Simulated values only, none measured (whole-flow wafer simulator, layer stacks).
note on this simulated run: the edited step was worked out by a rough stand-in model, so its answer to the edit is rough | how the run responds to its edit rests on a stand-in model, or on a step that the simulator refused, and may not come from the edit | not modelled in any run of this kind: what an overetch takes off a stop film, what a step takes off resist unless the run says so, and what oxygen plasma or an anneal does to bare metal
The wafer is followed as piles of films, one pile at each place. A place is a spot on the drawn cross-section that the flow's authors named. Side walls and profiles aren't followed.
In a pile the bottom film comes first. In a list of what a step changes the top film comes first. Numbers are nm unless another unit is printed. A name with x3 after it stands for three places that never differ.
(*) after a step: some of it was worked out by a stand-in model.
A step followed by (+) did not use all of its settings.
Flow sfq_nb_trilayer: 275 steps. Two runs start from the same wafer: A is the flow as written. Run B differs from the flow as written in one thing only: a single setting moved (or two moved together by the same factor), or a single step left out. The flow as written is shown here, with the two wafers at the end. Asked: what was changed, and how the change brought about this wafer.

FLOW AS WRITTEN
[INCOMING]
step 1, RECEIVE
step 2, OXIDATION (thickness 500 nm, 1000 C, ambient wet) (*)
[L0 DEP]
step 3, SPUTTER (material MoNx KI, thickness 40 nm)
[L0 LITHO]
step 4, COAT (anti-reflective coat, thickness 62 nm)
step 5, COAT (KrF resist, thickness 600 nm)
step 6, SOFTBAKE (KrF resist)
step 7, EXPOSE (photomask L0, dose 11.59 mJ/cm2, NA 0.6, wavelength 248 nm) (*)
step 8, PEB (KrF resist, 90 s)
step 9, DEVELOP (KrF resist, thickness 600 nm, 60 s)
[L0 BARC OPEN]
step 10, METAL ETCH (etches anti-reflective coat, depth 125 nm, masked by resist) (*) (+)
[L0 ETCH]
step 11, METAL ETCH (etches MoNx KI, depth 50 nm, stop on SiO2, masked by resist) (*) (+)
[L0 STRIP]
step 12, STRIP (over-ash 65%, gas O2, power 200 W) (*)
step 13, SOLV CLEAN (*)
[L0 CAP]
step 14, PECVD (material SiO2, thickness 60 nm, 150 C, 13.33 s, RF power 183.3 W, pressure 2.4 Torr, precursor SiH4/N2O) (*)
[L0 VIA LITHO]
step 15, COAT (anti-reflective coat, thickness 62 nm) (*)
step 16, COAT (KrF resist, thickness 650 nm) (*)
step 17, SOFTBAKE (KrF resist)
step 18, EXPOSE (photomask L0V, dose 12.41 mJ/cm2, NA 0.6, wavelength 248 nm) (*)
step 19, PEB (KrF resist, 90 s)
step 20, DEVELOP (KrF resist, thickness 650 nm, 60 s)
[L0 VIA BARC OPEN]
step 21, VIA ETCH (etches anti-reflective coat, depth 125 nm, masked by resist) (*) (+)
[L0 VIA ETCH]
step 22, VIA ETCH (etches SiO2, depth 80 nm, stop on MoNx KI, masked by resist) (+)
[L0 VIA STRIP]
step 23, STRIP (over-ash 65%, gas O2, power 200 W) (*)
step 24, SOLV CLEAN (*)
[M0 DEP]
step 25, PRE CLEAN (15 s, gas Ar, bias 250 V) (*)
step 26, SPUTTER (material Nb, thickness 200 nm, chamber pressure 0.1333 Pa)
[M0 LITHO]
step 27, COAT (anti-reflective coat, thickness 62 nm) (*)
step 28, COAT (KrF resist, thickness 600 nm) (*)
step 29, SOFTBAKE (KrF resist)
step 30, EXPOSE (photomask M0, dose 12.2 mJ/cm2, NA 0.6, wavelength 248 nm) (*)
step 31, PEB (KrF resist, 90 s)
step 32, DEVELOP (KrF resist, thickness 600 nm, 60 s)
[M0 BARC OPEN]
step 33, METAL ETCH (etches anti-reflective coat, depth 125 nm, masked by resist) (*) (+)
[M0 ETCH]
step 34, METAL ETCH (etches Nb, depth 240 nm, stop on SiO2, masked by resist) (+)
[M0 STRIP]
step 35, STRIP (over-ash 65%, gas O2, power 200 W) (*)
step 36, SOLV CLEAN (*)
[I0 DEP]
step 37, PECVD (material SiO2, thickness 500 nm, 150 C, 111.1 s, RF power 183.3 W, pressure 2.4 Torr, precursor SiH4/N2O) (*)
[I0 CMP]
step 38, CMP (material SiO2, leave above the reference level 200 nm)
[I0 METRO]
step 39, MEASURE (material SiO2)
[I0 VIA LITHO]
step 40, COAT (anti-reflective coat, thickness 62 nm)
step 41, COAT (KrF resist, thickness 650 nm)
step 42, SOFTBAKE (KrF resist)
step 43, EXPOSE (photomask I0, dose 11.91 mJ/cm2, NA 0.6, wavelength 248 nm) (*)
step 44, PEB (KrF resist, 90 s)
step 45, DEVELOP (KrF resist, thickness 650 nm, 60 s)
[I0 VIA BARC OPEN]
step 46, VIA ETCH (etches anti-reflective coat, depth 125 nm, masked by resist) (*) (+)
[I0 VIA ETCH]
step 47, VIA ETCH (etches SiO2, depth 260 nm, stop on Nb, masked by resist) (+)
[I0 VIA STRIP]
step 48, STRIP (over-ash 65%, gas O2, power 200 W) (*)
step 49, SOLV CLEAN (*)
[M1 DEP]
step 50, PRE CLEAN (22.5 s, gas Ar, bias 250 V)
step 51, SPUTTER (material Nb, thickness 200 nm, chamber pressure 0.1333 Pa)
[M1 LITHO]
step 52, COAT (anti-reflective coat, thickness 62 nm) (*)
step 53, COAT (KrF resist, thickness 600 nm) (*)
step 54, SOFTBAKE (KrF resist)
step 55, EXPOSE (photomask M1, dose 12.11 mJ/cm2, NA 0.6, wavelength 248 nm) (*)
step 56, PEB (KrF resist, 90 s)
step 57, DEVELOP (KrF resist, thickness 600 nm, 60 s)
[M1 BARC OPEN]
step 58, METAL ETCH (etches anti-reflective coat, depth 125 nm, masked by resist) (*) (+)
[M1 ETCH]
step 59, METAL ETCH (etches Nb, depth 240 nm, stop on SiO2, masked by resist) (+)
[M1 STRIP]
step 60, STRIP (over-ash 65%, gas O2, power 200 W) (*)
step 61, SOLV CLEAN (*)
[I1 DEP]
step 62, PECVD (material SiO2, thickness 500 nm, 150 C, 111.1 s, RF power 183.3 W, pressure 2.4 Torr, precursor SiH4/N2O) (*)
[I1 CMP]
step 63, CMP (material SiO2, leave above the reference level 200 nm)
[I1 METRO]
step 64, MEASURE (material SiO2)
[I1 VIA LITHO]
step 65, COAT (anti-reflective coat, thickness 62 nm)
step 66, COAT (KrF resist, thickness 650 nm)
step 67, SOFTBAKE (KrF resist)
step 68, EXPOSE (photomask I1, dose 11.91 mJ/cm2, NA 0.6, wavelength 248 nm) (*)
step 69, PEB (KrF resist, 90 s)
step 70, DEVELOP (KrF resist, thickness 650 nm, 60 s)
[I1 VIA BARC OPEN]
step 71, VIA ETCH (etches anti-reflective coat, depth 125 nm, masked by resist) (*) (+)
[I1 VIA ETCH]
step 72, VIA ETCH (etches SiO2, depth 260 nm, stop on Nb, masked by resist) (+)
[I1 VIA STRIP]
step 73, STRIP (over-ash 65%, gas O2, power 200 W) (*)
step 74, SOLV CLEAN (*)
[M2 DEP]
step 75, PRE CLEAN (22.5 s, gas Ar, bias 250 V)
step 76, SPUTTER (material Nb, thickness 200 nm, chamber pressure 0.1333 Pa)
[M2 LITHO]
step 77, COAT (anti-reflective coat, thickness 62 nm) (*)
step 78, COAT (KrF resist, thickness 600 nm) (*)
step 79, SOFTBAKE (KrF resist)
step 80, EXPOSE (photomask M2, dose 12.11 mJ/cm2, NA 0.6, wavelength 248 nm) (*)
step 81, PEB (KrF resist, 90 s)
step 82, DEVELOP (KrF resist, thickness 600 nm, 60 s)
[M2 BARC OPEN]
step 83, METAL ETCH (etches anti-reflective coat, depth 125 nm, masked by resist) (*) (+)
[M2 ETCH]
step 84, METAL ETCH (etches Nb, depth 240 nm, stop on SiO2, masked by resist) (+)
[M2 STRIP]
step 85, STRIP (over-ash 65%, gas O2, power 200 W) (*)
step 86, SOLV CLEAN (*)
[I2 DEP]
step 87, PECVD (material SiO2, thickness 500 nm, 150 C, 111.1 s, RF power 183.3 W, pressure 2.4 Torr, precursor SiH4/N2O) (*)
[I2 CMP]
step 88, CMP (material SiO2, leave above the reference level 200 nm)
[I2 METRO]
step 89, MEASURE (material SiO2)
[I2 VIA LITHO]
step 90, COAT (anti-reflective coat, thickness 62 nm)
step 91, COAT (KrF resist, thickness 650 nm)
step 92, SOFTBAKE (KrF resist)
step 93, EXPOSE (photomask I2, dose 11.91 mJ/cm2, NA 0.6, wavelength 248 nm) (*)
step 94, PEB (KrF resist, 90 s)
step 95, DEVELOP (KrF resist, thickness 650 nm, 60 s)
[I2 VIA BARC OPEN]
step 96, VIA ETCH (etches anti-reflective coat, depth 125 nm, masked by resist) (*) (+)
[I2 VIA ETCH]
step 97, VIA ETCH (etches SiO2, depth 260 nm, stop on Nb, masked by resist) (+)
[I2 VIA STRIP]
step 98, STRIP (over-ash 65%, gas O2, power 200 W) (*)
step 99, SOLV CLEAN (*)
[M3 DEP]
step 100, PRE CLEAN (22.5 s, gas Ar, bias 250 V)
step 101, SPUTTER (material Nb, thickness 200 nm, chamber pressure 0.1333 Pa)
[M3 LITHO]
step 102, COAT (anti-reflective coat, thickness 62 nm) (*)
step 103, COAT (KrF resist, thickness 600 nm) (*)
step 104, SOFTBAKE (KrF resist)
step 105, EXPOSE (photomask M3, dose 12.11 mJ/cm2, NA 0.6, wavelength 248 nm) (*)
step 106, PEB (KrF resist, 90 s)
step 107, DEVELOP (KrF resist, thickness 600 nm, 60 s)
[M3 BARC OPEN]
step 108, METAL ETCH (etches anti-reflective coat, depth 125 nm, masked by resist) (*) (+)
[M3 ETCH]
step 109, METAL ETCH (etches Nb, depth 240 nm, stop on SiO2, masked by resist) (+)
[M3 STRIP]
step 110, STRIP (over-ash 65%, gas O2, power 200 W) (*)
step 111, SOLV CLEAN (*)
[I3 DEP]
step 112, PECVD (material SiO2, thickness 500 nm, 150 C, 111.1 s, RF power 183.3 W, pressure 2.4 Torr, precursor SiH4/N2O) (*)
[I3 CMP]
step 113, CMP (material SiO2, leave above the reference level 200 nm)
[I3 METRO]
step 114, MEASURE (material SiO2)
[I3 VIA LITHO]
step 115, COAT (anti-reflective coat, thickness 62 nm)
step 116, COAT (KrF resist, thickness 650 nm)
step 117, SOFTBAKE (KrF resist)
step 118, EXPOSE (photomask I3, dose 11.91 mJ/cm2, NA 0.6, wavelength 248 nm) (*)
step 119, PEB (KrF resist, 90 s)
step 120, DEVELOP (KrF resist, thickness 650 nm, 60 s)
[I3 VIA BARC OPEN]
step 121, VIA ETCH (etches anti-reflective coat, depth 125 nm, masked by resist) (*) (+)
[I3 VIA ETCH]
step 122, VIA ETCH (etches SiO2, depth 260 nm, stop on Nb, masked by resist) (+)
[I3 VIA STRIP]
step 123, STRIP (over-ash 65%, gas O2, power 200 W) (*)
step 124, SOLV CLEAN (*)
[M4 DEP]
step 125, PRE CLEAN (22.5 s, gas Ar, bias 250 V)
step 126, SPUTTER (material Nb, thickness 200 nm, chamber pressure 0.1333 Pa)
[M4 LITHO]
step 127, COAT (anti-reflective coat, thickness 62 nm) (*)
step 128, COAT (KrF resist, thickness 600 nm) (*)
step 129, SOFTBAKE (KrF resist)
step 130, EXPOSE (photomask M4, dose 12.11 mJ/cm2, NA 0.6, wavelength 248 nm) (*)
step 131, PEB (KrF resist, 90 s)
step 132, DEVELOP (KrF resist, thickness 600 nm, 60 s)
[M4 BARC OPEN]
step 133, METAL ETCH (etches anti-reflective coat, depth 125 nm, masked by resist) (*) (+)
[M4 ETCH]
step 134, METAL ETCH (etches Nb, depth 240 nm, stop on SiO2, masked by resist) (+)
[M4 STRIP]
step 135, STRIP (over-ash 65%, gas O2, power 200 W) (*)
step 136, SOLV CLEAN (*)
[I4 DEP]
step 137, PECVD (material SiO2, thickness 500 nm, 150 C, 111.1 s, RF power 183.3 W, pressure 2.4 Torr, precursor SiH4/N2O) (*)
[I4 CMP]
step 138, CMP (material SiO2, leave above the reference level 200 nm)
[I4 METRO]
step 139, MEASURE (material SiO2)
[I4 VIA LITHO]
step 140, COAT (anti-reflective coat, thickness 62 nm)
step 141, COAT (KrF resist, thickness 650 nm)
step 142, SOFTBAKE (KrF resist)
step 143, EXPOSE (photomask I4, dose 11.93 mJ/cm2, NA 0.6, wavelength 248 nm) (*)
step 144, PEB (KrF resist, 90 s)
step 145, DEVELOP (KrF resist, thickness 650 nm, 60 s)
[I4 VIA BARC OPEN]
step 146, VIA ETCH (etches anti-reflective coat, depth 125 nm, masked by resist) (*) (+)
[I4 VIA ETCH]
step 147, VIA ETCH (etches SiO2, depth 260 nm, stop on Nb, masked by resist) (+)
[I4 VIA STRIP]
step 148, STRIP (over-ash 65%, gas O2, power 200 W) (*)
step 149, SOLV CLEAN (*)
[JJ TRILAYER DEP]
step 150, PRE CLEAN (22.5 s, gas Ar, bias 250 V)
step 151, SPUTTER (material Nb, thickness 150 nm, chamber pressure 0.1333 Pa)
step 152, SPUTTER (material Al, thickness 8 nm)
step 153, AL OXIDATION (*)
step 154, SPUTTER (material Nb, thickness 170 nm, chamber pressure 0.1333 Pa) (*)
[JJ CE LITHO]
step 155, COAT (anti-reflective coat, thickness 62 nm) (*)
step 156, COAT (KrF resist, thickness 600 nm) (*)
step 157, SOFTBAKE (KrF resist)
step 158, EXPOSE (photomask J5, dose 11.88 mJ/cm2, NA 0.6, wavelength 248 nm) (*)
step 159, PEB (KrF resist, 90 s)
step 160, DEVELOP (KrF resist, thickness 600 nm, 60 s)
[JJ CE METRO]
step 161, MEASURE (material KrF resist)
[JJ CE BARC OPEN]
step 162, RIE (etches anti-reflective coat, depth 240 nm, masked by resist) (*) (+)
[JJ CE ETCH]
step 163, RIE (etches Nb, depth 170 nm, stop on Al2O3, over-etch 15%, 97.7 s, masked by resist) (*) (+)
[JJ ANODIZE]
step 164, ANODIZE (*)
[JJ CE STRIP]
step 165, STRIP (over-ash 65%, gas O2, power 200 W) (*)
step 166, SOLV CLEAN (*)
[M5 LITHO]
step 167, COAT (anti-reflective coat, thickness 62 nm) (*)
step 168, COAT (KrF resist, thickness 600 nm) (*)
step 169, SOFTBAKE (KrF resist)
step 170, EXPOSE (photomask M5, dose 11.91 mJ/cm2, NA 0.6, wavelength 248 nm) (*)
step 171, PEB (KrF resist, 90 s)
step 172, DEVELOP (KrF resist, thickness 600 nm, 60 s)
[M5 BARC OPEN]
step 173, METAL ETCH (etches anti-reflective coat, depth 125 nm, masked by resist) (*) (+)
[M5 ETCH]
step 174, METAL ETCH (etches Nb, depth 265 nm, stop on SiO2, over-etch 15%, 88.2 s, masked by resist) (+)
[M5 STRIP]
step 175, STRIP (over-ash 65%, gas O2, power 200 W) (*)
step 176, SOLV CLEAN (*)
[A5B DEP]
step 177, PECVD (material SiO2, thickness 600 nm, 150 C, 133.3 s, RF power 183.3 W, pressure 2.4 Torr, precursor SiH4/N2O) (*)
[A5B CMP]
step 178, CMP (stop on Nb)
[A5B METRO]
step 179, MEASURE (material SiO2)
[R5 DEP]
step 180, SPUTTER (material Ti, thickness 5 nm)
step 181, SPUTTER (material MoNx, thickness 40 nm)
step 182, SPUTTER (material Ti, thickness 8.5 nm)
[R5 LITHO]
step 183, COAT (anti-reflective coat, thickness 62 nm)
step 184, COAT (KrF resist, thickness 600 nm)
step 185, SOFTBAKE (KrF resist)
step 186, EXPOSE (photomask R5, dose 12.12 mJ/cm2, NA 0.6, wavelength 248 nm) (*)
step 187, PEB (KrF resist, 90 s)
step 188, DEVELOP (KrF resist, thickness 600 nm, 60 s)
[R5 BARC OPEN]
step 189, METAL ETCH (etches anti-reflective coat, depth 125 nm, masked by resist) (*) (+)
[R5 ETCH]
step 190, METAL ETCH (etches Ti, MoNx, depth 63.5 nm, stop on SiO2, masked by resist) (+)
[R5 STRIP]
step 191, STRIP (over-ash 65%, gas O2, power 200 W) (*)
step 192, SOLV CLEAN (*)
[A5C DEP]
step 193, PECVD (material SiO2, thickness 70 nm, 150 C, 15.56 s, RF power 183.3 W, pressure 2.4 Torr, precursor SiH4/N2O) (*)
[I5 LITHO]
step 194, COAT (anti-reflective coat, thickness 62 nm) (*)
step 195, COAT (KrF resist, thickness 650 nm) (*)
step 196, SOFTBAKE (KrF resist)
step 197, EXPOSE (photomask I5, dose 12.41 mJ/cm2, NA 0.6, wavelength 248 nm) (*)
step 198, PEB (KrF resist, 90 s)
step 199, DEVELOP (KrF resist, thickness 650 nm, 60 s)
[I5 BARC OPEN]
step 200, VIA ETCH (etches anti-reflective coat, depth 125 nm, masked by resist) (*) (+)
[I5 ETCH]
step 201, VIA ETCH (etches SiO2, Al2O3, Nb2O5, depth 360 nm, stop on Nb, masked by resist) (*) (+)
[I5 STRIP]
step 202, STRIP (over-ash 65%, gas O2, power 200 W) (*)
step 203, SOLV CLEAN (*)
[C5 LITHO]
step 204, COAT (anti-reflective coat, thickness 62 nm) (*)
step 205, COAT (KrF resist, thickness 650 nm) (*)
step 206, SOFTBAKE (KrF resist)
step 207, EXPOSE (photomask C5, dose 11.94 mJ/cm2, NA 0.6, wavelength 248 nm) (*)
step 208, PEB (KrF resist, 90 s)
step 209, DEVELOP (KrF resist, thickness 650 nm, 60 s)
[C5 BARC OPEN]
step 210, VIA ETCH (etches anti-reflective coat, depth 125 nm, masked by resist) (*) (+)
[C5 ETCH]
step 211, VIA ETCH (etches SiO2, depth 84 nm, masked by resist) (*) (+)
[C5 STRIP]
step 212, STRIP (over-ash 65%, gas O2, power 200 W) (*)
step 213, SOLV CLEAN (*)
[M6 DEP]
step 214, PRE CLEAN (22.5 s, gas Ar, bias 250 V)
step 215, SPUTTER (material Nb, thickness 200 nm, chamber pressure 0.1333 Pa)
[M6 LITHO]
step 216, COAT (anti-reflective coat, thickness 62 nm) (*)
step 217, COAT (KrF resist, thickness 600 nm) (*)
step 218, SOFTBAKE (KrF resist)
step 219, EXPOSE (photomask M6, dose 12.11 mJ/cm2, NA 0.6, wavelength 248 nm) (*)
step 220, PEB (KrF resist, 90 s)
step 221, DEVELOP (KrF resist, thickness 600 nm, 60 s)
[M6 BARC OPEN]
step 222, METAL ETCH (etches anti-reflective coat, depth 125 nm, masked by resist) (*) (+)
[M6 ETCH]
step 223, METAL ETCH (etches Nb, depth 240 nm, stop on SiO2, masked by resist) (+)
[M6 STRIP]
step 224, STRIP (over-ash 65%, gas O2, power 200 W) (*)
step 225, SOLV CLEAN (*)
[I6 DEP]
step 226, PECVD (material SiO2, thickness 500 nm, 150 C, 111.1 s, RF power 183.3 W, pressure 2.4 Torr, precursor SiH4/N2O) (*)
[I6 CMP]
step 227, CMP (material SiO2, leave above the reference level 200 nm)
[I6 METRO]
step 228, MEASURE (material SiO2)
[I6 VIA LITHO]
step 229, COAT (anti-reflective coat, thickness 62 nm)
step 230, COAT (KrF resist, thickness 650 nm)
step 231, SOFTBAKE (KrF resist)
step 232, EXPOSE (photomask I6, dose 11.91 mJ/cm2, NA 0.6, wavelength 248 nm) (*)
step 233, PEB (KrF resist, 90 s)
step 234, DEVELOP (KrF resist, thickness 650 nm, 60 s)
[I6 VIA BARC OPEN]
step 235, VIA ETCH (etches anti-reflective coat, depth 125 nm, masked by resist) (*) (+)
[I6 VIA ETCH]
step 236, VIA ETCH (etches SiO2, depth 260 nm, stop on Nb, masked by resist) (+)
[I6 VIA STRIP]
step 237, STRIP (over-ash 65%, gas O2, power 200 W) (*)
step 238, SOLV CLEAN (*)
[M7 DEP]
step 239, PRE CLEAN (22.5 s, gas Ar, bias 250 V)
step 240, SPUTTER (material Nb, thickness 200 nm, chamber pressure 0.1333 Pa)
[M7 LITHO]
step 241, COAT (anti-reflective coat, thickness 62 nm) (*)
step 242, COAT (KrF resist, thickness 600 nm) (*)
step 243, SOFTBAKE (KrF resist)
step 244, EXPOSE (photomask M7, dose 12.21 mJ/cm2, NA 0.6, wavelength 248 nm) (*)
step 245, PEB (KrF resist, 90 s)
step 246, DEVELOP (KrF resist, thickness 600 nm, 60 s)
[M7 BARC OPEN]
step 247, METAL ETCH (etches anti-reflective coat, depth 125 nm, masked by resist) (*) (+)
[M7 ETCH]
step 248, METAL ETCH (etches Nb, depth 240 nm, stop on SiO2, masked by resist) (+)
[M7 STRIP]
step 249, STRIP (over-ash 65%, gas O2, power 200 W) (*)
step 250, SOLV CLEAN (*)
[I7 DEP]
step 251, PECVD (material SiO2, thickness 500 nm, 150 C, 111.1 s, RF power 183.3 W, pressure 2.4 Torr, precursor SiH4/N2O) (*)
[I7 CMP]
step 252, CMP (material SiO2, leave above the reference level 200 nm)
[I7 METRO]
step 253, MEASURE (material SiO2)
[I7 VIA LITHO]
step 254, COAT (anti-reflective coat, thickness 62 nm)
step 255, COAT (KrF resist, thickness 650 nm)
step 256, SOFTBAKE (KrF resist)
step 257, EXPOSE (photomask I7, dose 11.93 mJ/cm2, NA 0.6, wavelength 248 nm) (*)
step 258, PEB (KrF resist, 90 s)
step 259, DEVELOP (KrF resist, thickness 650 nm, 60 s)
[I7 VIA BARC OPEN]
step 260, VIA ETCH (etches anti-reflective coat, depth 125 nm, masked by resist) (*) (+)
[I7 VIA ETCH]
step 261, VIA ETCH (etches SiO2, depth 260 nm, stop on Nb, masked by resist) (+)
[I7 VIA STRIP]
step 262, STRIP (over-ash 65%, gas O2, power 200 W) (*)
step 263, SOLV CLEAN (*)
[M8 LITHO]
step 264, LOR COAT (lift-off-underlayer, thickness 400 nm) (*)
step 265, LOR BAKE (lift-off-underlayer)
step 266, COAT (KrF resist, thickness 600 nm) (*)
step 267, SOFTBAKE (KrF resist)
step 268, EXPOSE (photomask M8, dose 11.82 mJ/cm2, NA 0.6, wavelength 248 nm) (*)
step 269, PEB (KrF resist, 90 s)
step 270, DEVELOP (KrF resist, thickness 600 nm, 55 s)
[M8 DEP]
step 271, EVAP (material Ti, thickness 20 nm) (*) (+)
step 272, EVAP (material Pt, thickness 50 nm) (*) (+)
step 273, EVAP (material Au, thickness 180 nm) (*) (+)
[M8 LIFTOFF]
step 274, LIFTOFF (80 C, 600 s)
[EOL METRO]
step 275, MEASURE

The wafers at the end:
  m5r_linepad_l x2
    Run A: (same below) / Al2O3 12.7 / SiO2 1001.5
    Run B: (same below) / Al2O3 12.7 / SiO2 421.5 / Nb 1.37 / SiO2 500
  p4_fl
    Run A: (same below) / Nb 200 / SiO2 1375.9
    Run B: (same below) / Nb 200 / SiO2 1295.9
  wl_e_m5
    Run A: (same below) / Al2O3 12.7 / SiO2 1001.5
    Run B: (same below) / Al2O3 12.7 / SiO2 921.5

What caused this: step 226, PECVD: thickness 220 nm was run, though the flow has thickness 500 nm; step 226, PECVD: 48.89 s was run, where the flow has 111.1 s.

How this came from the change, step by step:
  step 226, PECVD (material SiO2, thickness 500 nm, 150 C, 111.1 s, RF power 183.3 W, pressure 2.4 Torr, precursor SiH4/N2O) (*)
      field_l, p4_fl, p4_fm and 62 more: A +500 SiO2 | B +220 SiO2
      v_sur, via_wl, via_w and 21 more: A +500 SiO2 (new film) | B +220 SiO2 (new film)
      (also at 17 further places)
  step 227, CMP (material SiO2, leave above the reference level 200 nm)
      field_l, p4_fl, p4_fm and 59 more: A -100 SiO2 | B nothing
      moat, field_r, lsp_l, ln_m5, lsp_m: A -93.6 SiO2 | B nothing
      (also at 39 further places)
  step 229, COAT (anti-reflective coat, thickness 62 nm)
      p3_l2, p3_l3, p3_l5, p3_l6, wl_d_sl: A +62 anti-reflective coat (new film) | B +64.1 anti-reflective coat (new film)
      p3_s1, p3_s3, p3_l4, p3_s4: A +62 anti-reflective coat (new film) | B +64 anti-reflective coat (new film)
      (also at 84 further places)
  step 230, COAT (KrF resist, thickness 650 nm)
      lsp_m, m0r_space_l, m0r_space_r, m7r_space_l, m7r_space_r: A +650 KrF resist (new film) | B +673.9 KrF resist (new film)
      m0r_line_l, m0r_line_r, m7r_line_l, m7r_line_r: A +650 KrF resist (new film) | B +684.6 KrF resist (new film)
      (also at 74 further places)
  step 234, DEVELOP (KrF resist, thickness 650 nm, 60 s)
      via_v: A -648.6 KrF resist (all of it) | B -597.7 KrF resist (all of it)
  step 235, VIA ETCH (etches anti-reflective coat, depth 125 nm, masked by resist) (*) (+)
      field_l, v_sur, via_wl and 102 more: A -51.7 KrF resist | B -42.6 KrF resist
      via_v: A -62 anti-reflective coat (all of it), -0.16 SiO2 | B -51.1 anti-reflective coat (all of it), -0.13 SiO2
  step 237, STRIP (over-ash 65%, gas O2, power 200 W) (*)
      m0r_line_l, m0r_line_r, m7r_line_l, m7r_line_r: A -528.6 KrF resist (all of it), -62 anti-reflective coat (all of it) | B -572.1 KrF resist (all of it), -61.8 anti-reflective coat (all of it)
      m0r_space_l, m0r_space_r, m7r_space_l, m7r_space_r: A -528.6 KrF resist (all of it), -62 anti-reflective coat (all of it) | B -561.5 KrF resist (all of it), -81.3 anti-reflective coat (all of it)
      (also at 94 further places)
  step 240, SPUTTER (material Nb, thickness 200 nm, chamber pressure 0.1333 Pa)
      lsp_r, l0_sur, l0v: A +200 Nb (new film) | B +191.2 Nb (new film)
      be: A +200 Nb (new film) | B +130.2 Nb (new film)
      (also at 4 further places)
  step 241, COAT (anti-reflective coat, thickness 62 nm) (*)
      p3_l2, p3_s2, p3_l6, wl_d_sl: A +62 anti-reflective coat (new film) | B +64.1 anti-reflective coat (new film)
      p3_l3, p3_s3, p3_s4, p3_l5: A +62 anti-reflective coat (new film) | B +64 anti-reflective coat (new film)
      (also at 86 further places)
  step 242, COAT (KrF resist, thickness 600 nm) (*)
      p4_fl, wl_e_sl: A +600 KrF resist (new film) | B +612.4 KrF resist (new film)
      wl_c_sl, wl_f_sl: A +600 KrF resist (new film) | B +620.8 KrF resist (new film)
      (also at 83 further places)
  step 246, DEVELOP (KrF resist, thickness 600 nm, 60 s)
      p4_fl, wl_e_sl: A -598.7 KrF resist (all of it) | B -611.1 KrF resist (all of it)
      m0r_space_l, m7r_space_l: A -598.7 KrF resist (all of it) | B -623.1 KrF resist (all of it)
      (also at 42 further places)
  step 247, METAL ETCH (etches anti-reflective coat, depth 125 nm, masked by resist) (*) (+)
      m5r_linepad_l x2, r5r_spacepad_l, r5r_spacepad_r, m8r_pad_l, m8r_pad_r: A -62 anti-reflective coat (all of it) | B -125 anti-reflective coat
      v_sur, via_wl, via_w and 38 more: A -51.7 KrF resist | B -69.4 KrF resist
      (also at 49 further places)
  step 248, METAL ETCH (etches Nb, depth 240 nm, stop on SiO2, masked by resist) (+)
      m5r_linepad_l x2: A -200 Nb (all of it) | B -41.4 anti-reflective coat (all of it), -198.6 Nb
      r5r_spacepad_l, r5r_spacepad_r: A -200 Nb (all of it) | B -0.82 anti-reflective coat (all of it), -200 Nb (all of it)
      (also at 4 further places)
  step 249, STRIP (over-ash 65%, gas O2, power 200 W) (*)
      v_sur: A -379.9 KrF resist (all of it), -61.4 anti-reflective coat (all of it) | B -293.7 KrF resist (all of it), -40.4 anti-reflective coat (all of it)
      via_wl: A -379.3 KrF resist (all of it), -61.3 anti-reflective coat (all of it) | B -297.4 KrF resist (all of it), -49.1 anti-reflective coat (all of it)
      (also at 39 further places)
  step 251, PECVD (material SiO2, thickness 500 nm, 150 C, 111.1 s, RF power 183.3 W, pressure 2.4 Torr, precursor SiH4/N2O) (*)
      m5r_linepad_l x2: A +500 SiO2 | B +500 SiO2 (new film)
      wl_c_sl, m6r_space_l x2: A +500 SiO2 | B +537.1 SiO2
      (also at 4 further places)
  step 252, CMP (material SiO2, leave above the reference level 200 nm)
      field_l, p4_fl, p4_fm and 53 more: A -100 SiO2 | B nothing
      field_r, lsp_l: A -77.7 SiO2 | B nothing
      (also at 23 further places)
  ... 8 further steps ...
  step 274, LIFTOFF (80 C, 600 s)
      m0r_line_l, m0r_line_r: A -180 Au (all of it), -50 Pt (all of it), -20 Ti (all of it), -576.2 KrF resist (all of it), -400 lift-off-underlayer (all of it) | B -180 Au (all of it), -50 Pt (all of it), -20 Ti (all of it), -583.2 KrF resist (all of it), -422.4 lift-off-underlayer (all of it)
      m0r_space_l, m0r_space_r: A -180 Au (all of it), -50 Pt (all of it), -20 Ti (all of it), -576.2 KrF resist (all of it), -400 lift-off-underlayer (all of it) | B -180 Au (all of it), -50 Pt (all of it), -20 Ti (all of it), -578 KrF resist (all of it), -428.8 lift-off-underlayer (all of it)
      (also at 52 further places)
With metal films that touch counted as one body, m5r_linepad_l x2 has 3 bodies (between them, from the top down: SiO2 421.5 / Al2O3 12.7 / Nb2O5 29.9; SiO2 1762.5); the flow as written gives 2 bodies (between them, from the top down: SiO2 1762.5).
